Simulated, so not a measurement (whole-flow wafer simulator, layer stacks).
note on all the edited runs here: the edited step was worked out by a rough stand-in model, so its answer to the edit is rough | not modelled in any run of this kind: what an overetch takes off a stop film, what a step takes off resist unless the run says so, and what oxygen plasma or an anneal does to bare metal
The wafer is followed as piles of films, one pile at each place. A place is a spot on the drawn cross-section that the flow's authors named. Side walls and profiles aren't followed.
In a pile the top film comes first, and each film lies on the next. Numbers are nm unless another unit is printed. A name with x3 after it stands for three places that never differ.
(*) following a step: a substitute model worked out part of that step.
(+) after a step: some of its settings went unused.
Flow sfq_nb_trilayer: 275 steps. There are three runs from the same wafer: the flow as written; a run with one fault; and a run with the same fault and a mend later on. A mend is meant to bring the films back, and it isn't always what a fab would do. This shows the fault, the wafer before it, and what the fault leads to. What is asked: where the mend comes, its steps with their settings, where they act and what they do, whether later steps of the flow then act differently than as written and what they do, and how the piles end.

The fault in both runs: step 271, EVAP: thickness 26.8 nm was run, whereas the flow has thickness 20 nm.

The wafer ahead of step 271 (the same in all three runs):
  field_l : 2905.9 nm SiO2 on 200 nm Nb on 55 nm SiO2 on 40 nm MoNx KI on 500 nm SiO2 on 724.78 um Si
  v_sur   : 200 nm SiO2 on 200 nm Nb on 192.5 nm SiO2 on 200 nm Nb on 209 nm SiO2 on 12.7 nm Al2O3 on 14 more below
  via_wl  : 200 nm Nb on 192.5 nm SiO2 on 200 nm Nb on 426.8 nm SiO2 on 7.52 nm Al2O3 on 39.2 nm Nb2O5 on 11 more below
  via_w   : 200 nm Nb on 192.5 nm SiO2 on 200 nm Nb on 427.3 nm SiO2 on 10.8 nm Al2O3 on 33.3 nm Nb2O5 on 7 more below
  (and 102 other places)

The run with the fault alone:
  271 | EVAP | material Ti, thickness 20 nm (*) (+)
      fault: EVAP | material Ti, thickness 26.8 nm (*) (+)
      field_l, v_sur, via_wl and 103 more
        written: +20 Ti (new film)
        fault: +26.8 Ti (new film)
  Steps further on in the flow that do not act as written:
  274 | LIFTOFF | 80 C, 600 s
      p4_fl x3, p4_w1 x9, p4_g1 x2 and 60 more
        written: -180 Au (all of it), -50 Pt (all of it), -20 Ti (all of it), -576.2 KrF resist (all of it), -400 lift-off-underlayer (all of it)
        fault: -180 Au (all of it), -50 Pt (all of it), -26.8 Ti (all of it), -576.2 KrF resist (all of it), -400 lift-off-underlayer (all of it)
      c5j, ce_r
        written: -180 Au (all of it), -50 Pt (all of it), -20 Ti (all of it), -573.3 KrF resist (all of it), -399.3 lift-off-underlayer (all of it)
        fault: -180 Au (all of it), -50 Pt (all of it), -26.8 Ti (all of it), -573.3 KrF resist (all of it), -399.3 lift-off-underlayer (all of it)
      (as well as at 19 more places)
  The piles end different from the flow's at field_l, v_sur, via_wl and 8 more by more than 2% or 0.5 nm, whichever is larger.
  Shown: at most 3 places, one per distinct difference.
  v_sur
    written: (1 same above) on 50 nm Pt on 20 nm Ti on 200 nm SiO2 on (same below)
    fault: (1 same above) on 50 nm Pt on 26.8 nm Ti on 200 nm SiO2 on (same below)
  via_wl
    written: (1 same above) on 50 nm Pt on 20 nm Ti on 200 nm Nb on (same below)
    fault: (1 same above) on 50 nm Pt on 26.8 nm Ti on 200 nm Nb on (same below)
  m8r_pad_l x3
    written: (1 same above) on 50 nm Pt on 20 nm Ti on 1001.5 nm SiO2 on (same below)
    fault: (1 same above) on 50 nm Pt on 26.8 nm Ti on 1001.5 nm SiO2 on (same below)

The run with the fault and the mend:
  After step 271 comes the mend.
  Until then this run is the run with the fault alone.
  271a | METAL ETCH | etches Ti, MoNx, depth 6.8 nm (the flow's step 190 again, with other settings)
      field_l, v_sur, via_wl and 103 more
        -6.8 Ti
  None of the later steps of the flow acts differently than as written at any place that is followed.
  By the end, the piles equal the flow's at every place that both follow.
